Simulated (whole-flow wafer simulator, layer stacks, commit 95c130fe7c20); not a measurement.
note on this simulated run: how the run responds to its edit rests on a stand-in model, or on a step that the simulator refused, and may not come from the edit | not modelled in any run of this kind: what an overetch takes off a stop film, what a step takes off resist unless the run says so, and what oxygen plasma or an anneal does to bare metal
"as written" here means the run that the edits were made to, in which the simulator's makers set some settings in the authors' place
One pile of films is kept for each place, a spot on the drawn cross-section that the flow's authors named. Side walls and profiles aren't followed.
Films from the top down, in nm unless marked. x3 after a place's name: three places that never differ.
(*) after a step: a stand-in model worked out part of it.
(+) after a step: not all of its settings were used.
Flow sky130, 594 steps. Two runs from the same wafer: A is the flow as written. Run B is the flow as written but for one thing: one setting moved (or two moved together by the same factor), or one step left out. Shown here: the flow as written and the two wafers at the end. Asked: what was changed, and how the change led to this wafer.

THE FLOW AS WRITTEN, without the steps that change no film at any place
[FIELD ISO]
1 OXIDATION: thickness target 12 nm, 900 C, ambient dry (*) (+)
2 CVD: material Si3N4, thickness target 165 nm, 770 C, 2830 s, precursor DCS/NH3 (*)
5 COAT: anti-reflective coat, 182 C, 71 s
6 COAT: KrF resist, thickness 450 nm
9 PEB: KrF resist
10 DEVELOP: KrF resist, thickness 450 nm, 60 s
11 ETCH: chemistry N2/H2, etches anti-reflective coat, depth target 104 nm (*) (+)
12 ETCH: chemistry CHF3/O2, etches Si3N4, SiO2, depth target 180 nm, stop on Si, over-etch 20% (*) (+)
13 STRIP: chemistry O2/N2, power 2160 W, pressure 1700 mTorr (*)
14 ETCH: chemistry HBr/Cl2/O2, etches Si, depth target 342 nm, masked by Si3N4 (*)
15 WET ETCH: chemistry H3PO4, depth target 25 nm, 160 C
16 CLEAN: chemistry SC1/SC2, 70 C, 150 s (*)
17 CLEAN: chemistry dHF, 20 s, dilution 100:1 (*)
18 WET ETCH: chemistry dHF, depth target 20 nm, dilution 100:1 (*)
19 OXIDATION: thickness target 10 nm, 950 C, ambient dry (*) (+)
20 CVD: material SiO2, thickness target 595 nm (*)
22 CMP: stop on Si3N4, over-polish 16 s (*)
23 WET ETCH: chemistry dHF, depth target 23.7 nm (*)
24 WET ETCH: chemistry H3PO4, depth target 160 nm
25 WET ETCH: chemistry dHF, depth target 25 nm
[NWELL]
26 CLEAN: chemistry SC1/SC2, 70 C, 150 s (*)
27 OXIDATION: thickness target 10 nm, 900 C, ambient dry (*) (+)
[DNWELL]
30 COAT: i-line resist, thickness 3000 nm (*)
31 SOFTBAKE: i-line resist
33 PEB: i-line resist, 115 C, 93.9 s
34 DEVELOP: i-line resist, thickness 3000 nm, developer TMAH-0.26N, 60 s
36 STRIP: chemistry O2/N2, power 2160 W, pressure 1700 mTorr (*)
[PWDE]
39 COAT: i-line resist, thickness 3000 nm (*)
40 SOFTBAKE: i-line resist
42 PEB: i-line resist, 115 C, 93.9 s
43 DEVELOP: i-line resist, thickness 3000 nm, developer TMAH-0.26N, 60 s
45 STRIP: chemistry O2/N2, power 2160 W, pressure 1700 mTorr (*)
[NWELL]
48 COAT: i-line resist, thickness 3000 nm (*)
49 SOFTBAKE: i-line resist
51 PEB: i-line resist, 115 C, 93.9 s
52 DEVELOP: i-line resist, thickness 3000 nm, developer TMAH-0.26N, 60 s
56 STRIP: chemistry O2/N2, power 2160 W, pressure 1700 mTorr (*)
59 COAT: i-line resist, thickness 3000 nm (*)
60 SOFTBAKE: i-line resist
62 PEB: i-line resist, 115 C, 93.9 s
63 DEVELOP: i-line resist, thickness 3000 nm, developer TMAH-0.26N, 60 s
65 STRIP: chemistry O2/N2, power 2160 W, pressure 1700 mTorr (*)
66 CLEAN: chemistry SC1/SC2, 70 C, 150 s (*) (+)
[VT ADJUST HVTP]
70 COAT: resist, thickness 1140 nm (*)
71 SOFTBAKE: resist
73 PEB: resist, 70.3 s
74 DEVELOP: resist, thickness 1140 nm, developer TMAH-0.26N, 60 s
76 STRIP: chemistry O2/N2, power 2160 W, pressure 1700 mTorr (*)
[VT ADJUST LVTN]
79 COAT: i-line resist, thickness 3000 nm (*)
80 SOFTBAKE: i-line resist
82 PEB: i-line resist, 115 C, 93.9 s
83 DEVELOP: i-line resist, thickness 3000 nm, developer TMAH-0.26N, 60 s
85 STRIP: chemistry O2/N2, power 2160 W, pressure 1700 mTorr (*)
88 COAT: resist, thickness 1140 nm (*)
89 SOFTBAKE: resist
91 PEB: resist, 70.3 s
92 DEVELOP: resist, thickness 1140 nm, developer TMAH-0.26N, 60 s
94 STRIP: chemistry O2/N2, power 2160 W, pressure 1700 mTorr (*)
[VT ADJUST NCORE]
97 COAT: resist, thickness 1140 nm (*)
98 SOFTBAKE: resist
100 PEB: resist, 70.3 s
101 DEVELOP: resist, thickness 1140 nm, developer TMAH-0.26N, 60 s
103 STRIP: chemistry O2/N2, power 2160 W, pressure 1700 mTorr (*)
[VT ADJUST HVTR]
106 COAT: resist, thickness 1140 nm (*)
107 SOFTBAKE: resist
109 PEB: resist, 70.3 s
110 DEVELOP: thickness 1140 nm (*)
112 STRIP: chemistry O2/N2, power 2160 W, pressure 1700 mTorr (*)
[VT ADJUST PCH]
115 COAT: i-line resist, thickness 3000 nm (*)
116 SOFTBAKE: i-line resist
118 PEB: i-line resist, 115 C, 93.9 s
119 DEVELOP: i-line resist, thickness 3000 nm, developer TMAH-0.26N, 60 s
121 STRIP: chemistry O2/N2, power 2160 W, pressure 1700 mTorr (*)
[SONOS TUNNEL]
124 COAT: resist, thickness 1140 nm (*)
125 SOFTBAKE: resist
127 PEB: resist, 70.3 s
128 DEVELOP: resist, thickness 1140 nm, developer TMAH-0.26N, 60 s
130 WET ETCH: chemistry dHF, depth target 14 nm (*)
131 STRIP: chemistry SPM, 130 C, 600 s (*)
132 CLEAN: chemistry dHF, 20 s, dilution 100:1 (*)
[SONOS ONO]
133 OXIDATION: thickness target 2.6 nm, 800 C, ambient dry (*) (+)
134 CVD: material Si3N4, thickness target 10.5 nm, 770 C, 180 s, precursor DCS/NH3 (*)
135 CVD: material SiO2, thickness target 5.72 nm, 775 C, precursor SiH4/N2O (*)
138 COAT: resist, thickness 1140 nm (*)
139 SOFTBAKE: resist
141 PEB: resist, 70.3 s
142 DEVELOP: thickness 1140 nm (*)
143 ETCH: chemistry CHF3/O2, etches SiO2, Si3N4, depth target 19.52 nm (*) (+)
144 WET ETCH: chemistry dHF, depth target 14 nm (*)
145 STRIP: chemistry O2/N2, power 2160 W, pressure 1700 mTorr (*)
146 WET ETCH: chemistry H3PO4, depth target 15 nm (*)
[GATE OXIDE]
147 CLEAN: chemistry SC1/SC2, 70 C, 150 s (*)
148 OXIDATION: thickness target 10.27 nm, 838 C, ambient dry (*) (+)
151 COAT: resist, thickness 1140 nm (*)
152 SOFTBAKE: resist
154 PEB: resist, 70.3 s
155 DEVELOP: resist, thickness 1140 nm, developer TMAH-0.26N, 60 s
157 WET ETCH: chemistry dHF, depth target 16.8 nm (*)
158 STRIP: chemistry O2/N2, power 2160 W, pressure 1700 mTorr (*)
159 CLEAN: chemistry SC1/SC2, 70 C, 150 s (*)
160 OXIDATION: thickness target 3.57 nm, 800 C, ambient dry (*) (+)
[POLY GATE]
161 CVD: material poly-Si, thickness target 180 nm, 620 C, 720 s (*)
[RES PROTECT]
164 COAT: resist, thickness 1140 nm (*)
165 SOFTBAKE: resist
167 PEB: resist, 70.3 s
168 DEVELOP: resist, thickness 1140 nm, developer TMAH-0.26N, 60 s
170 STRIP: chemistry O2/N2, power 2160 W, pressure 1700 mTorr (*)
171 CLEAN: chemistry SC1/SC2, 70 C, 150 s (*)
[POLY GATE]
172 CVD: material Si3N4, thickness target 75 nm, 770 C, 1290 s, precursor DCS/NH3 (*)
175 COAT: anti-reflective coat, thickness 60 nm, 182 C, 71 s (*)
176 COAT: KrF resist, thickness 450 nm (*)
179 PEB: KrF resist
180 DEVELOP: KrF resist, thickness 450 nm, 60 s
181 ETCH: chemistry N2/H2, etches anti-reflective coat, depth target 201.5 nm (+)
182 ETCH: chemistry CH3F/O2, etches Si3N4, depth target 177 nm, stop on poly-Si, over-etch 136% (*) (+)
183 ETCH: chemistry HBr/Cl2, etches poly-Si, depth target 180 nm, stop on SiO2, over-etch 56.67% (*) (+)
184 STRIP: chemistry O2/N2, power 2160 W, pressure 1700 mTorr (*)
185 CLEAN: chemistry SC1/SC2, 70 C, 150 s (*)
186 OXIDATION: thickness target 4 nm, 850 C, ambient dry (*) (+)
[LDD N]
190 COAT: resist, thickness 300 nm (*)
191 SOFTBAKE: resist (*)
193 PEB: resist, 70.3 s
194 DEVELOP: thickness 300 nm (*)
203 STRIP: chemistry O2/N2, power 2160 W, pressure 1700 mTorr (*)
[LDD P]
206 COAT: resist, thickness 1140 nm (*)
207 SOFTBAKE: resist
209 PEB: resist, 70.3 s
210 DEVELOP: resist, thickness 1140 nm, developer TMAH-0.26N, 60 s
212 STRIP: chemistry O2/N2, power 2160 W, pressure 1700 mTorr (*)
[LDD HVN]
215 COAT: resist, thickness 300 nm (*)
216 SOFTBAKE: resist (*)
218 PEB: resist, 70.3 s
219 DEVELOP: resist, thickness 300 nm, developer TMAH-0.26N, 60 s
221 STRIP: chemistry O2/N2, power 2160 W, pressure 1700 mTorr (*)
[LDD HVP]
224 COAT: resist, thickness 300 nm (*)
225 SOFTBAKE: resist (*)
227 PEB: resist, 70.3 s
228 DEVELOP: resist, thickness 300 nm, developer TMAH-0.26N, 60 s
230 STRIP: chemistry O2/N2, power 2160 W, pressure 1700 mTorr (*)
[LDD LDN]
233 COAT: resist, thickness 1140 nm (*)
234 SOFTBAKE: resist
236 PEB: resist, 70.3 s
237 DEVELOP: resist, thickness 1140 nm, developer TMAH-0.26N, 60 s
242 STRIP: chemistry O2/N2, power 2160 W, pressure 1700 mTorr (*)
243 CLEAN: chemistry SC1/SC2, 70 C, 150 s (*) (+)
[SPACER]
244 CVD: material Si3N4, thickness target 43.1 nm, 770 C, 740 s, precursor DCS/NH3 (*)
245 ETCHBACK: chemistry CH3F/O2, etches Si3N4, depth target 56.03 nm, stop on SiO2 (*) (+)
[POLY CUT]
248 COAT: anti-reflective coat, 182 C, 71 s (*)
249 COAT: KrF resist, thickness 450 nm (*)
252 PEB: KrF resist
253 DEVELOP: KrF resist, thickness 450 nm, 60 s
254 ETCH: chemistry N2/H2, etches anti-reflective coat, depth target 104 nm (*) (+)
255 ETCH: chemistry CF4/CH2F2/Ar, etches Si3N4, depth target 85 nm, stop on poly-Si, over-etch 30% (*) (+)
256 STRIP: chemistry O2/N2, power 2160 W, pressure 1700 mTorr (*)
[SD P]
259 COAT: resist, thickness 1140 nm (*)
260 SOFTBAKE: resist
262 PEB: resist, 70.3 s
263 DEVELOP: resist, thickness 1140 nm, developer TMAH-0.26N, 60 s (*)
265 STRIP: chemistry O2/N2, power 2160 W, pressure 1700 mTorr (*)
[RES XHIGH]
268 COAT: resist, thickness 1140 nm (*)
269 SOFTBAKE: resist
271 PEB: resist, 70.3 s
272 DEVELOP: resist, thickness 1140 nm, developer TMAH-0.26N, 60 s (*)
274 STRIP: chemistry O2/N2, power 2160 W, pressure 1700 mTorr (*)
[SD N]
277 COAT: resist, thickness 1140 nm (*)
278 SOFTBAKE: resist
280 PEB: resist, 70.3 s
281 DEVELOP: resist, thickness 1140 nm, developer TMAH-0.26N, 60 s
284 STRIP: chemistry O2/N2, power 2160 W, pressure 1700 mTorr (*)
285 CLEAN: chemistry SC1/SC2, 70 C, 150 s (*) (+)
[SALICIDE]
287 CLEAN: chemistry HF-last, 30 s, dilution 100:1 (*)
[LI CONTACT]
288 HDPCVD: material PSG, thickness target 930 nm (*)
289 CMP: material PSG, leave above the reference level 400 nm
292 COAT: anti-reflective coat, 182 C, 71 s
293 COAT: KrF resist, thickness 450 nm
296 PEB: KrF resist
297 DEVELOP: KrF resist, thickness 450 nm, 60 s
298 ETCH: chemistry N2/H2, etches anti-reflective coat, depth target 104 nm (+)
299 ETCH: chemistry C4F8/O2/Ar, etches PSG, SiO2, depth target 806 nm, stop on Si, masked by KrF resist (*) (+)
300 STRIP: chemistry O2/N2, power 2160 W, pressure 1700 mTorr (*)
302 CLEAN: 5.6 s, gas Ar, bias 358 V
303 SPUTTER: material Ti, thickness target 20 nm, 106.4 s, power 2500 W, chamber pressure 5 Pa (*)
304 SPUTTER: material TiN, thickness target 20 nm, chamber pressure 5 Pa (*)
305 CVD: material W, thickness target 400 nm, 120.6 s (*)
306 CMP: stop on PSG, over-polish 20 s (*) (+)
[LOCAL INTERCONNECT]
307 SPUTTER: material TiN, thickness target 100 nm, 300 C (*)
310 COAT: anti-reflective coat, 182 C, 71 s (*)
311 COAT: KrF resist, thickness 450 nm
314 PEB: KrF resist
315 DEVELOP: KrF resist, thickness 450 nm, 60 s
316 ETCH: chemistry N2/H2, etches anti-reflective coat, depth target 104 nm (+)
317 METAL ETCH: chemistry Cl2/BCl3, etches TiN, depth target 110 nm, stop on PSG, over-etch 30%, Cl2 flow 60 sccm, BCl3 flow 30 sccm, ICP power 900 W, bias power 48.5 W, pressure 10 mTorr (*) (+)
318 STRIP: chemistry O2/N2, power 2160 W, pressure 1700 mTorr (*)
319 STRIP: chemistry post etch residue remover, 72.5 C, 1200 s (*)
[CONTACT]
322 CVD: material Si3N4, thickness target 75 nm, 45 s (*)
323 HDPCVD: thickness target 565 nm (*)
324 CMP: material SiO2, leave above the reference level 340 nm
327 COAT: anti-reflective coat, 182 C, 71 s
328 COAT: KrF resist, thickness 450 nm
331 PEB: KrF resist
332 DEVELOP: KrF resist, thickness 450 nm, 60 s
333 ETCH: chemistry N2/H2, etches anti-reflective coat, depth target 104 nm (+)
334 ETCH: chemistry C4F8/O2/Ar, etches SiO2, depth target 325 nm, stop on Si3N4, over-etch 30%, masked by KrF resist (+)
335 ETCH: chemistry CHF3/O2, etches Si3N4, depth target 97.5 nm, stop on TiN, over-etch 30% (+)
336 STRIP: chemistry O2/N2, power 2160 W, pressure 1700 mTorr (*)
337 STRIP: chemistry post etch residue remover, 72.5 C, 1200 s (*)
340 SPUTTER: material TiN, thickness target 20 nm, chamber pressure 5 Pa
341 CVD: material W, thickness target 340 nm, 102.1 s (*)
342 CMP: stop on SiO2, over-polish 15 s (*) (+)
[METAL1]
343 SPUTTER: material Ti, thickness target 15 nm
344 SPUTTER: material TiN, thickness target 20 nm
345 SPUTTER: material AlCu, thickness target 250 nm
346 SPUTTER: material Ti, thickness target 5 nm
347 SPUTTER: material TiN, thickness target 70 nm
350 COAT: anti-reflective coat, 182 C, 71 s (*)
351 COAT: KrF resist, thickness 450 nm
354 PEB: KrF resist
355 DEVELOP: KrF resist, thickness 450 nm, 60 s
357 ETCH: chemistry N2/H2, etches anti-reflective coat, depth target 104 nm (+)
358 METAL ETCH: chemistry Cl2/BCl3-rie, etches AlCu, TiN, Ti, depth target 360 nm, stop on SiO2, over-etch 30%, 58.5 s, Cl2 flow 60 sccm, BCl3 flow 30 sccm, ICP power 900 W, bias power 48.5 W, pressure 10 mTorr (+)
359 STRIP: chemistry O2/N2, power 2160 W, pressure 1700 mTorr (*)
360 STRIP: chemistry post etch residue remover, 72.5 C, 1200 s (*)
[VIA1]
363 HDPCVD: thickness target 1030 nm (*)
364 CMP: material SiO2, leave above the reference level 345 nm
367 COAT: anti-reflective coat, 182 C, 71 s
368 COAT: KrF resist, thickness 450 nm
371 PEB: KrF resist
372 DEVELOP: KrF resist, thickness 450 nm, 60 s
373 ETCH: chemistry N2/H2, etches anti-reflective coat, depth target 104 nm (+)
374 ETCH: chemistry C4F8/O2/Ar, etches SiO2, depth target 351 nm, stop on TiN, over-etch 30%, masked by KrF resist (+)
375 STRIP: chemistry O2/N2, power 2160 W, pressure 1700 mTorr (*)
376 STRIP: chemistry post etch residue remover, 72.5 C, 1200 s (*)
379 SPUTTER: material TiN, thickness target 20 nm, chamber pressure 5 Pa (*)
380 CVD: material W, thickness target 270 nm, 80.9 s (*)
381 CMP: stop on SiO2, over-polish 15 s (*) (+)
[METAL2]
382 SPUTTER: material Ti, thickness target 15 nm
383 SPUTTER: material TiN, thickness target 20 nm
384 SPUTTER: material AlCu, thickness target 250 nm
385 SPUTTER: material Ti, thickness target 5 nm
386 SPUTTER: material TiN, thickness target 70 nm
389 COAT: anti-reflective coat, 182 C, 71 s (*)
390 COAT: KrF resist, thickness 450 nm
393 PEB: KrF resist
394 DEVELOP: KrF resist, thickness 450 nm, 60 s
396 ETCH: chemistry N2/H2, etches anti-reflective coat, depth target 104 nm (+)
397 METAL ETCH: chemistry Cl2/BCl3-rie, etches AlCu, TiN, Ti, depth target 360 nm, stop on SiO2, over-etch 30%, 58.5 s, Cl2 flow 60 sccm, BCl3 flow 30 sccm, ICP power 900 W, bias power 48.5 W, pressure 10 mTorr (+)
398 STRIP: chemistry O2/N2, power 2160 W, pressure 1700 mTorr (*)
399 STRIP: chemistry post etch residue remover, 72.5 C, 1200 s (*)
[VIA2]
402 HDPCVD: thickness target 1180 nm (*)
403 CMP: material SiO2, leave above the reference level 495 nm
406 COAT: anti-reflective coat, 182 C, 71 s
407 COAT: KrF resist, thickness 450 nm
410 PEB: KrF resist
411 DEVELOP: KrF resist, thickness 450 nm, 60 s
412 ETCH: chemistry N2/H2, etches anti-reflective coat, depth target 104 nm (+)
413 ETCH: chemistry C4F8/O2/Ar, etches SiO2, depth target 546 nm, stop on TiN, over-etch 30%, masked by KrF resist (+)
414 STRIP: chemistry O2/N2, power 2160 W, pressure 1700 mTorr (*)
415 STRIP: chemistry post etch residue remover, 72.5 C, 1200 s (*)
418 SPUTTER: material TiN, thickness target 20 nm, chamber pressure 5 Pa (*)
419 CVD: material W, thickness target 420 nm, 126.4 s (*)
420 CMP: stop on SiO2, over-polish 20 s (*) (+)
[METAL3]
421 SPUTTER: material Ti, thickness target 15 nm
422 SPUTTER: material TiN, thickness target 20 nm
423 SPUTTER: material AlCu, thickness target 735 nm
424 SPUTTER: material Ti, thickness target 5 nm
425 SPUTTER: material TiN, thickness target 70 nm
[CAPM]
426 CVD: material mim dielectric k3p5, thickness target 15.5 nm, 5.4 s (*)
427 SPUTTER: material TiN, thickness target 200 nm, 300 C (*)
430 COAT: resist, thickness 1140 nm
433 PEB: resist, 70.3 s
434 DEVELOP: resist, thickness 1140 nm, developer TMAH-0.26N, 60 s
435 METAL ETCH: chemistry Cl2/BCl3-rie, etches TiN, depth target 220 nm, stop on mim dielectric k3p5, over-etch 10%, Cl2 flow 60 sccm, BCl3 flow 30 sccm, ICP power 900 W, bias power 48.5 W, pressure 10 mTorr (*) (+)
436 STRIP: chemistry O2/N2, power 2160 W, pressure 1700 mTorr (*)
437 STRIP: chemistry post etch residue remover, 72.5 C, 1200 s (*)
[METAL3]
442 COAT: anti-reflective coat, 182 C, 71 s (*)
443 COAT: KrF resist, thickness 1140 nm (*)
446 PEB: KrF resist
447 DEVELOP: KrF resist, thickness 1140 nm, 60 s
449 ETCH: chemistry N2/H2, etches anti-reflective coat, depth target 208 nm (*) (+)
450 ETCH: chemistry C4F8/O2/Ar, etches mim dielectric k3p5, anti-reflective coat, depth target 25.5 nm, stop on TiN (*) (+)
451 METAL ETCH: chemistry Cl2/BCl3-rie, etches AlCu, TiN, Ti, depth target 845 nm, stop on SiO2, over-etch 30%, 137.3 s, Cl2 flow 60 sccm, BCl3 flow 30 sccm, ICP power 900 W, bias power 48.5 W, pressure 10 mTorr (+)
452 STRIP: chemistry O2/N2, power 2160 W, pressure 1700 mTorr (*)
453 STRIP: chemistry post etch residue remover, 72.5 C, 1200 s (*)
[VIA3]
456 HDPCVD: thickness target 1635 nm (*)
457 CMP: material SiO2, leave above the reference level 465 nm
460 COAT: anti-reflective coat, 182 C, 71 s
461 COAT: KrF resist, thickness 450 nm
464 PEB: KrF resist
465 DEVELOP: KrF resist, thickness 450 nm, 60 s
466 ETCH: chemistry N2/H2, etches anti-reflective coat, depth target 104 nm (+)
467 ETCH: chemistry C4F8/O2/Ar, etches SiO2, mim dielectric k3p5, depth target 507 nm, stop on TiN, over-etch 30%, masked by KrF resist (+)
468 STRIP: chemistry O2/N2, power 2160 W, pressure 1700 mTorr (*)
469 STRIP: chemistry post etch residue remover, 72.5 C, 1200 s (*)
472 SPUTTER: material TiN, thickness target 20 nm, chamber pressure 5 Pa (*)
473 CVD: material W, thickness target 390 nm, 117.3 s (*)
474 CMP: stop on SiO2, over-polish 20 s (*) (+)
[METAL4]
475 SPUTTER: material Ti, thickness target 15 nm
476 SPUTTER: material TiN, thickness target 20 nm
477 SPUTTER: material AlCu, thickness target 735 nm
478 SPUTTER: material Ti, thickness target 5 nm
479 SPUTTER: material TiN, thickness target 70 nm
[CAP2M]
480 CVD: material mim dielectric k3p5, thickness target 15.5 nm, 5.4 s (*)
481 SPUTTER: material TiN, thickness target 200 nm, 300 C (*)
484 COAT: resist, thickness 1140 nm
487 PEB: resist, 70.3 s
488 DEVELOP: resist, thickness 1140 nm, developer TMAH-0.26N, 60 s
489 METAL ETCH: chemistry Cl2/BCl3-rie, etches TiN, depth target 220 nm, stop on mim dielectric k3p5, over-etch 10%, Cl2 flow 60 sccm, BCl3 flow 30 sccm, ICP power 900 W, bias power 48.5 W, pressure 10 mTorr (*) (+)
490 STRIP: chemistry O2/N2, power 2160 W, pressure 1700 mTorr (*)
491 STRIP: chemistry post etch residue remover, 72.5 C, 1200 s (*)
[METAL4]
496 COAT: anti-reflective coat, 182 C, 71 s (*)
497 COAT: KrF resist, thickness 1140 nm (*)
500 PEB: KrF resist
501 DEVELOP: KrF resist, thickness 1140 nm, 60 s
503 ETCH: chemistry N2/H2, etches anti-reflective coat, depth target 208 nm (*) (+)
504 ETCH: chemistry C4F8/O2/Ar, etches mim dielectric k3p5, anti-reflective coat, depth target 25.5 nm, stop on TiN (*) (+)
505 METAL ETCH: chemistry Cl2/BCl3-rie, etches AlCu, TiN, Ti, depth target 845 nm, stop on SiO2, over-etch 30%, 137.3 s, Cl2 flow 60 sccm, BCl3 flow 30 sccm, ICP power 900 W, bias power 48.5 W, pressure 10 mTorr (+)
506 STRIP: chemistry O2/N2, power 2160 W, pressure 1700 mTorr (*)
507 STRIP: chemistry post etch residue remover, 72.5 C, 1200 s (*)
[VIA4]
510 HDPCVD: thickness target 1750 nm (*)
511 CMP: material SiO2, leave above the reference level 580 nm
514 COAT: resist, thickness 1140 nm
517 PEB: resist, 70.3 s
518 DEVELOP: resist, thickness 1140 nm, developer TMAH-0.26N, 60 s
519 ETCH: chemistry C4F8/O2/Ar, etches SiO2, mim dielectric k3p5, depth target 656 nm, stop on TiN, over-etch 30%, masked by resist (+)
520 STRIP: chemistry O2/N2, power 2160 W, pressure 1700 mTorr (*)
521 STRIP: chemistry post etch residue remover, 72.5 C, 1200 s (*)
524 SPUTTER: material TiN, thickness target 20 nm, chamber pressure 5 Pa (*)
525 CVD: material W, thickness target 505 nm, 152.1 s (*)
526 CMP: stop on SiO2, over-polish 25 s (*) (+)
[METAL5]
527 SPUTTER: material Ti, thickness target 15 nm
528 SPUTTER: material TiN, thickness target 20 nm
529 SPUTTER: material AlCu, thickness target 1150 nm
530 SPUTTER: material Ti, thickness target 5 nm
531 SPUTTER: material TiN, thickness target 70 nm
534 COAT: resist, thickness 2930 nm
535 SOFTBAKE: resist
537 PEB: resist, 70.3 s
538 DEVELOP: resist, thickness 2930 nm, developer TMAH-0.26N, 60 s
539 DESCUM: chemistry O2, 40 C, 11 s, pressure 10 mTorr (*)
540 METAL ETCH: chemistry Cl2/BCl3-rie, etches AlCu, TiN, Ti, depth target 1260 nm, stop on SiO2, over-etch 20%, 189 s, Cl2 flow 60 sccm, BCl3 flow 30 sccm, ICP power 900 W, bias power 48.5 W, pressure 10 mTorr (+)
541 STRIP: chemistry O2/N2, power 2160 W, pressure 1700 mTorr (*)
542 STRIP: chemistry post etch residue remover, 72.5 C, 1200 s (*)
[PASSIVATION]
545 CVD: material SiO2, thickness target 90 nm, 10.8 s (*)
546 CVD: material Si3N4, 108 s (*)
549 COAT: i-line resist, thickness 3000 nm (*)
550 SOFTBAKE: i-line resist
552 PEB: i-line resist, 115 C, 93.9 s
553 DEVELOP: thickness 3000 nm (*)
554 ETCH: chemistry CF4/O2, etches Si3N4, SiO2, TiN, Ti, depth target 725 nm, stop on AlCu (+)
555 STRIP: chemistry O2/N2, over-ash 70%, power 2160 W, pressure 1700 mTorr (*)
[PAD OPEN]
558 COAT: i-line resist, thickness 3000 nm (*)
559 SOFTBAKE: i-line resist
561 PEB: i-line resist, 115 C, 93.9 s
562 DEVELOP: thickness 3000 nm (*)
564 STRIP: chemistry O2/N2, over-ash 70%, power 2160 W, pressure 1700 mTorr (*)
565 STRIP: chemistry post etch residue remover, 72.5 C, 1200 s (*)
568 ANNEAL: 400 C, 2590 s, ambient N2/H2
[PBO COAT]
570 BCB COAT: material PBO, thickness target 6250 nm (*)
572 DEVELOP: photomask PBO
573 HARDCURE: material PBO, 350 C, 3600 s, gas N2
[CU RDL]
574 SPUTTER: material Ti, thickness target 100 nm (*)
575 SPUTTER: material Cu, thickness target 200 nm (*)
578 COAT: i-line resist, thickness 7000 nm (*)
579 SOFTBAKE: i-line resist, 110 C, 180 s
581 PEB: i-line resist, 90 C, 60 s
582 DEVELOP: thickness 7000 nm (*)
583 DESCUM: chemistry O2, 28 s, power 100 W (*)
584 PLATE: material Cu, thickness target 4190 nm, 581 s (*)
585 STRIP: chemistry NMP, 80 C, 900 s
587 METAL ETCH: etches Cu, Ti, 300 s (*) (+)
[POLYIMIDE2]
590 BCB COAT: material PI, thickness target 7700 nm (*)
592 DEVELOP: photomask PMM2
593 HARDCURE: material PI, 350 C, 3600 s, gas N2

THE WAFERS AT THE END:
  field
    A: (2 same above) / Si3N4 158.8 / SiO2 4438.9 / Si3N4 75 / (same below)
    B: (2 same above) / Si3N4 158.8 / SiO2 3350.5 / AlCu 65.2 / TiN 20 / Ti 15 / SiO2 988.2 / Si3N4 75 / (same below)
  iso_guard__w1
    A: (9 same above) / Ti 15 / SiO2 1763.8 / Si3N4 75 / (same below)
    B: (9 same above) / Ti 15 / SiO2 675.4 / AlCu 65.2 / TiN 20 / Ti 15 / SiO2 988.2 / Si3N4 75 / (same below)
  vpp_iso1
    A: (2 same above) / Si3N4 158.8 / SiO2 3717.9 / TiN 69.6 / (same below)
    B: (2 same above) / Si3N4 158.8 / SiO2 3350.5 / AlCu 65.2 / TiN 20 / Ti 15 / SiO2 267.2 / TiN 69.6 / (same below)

The cause: step 397, METAL ETCH: depth target 194.4 nm was run, where the flow has depth target 360 nm; step 397, METAL ETCH: 31.6 s was run, where the flow has 58.5 s.

How the change led to this, step by step:
  397 METAL ETCH: chemistry Cl2/BCl3-rie, etches AlCu, TiN, Ti, depth target 360 nm, stop on SiO2, over-etch 30%, 58.5 s, Cl2 flow 60 sccm, BCl3 flow 30 sccm, ICP power 900 W, bias power 48.5 W, pressure 10 mTorr (+)
      field, active, gate and 82 more: A TiN -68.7 (all of it), Ti -5 (all of it), AlCu -250 (all of it), TiN -20 (all of it), Ti -15 (all of it), SiO2 -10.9 | B TiN -68.7 (all of it), Ti -5 (all of it), AlCu -179.1
      n_well, p_well, gate_hv and 103 more: A KrF resist -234 | B KrF resist -126.4
  398 STRIP: chemistry O2/N2, power 2160 W, pressure 1700 mTorr (*)
      gate_hv, mim, dice_street and 94 more: A KrF resist -143.8 (all of it), anti-reflective coat -80 (all of it) | B KrF resist -251.5 (all of it), anti-reflective coat -80 (all of it)
      n_well, p_well, sd_n, sd_p, pad, gate_p, vpp_tail: A KrF resist -143.8 (all of it), anti-reflective coat -80 (all of it) | B KrF resist -251.4 (all of it), anti-reflective coat -80 (all of it)
      (and at 2 more places)
  399 STRIP: chemistry post etch residue remover, 72.5 C, 1200 s (*)
      field, active, gate and 82 more: A nothing | B AlCu -5.72
  402 HDPCVD: thickness target 1180 nm (*)
      field, active, gate and 82 more: A SiO2 +1180 | B SiO2 +1180 (new film)
  403 CMP: material SiO2, leave above the reference level 495 nm
      field, active, gate and 82 more: A SiO2 -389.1 | B SiO2 -500.2
Counting metal films that touch as one body, field has 1 body; the flow as written gives 0 bodies.
Counting metal films that touch as one body, iso_guard__w1 has 2 bodies (between them, from the top down: SiO2 675.4); the flow as written gives 1 body.
Counting metal films that touch as one body, vpp_iso1 has 2 bodies (between them, from the top down: SiO2 267.2); the flow as written gives 1 body.
